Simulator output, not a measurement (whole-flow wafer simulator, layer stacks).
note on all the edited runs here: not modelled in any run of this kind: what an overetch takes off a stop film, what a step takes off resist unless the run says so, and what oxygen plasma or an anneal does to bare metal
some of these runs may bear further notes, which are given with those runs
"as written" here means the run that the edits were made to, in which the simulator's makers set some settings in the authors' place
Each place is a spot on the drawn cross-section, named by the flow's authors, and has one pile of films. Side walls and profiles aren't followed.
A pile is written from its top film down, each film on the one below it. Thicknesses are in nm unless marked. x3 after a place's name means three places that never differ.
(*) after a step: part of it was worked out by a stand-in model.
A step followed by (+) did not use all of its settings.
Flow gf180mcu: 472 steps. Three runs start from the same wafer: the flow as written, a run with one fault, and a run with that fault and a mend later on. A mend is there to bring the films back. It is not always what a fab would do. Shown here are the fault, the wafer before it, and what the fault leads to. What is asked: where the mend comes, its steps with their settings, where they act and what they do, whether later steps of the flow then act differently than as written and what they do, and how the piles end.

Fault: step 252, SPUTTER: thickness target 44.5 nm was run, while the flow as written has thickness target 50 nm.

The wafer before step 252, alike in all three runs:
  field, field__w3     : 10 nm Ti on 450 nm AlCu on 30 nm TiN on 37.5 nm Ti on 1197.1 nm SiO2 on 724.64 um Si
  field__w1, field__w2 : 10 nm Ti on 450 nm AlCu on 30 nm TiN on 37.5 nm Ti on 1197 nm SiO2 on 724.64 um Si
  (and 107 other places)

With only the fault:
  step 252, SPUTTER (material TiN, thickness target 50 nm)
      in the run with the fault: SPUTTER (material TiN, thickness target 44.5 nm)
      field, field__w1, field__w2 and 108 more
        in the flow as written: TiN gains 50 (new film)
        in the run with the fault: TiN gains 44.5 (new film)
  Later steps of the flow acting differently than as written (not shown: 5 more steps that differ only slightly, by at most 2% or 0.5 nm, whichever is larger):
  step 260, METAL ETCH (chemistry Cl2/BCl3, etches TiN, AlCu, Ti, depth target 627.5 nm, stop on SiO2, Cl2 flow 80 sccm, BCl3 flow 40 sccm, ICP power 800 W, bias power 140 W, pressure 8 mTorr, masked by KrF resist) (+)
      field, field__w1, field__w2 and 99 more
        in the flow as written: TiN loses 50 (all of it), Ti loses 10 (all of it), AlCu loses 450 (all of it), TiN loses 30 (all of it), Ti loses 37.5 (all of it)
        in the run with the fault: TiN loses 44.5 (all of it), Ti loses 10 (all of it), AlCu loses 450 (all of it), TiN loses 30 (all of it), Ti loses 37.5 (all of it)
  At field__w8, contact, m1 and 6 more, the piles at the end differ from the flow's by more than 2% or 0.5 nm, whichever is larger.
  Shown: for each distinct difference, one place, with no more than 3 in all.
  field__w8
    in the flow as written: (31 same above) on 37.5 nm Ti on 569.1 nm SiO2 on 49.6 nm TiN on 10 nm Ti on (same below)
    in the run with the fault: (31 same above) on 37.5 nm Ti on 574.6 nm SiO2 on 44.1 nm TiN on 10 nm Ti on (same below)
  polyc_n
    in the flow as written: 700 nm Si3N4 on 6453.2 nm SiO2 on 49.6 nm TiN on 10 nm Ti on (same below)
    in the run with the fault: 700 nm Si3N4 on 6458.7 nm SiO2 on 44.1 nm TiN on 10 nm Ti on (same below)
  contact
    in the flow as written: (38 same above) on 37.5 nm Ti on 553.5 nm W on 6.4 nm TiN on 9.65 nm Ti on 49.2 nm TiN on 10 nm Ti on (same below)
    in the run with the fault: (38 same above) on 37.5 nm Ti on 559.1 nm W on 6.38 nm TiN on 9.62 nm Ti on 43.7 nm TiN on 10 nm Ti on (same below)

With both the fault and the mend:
  The mend stands after step 259.
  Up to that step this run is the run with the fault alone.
  step 259a, STRIP (chemistry O2/N2, power 2160 W, pressure 1700 mTorr) (*)
      field__w8, contact, m1 and 6 more
        KrF resist loses 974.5 (all of it)
  step 259b, SPUTTER (material TiN, thickness target 5.5 nm) (the flow's step 252 again, with other settings)
      field, field__w1, field__w2 and 108 more
        TiN gains 5.5
  step 259c, HMDS (120 C, 60 s) (the flow's step 254 again)
      does not change any film at any place that is followed
  step 259d, COAT (KrF resist, thickness 1000 nm) (the flow's step 255 again)
      field, field__w1, field__w2 and 108 more
        KrF resist gains 1000 (new film)
  step 259e, SOFTBAKE (KrF resist) (the flow's step 256 again)
      does not change any film at any place that is followed
  step 259f, EXPOSE (photomask Metal1) (the flow's step 257 again)
      does not change any film at any place that is followed
  step 259g, PEB (KrF resist, 135 C, 90 s) (the flow's step 258 again)
      field, field__w1, field__w2 and 108 more
        KrF resist loses 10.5
  step 259h, DEVELOP (thickness 1000 nm, 60 s) (the flow's step 259 again)
      field, field__w1, field__w2 and 99 more
        KrF resist loses 989.5 (all of it)
      field__w8, contact, m1 and 6 more
        KrF resist loses 14.9
  Later steps of the flow that are run all act as written at every place that is followed.
  The piles end the same as the flow's at every place that both follow.
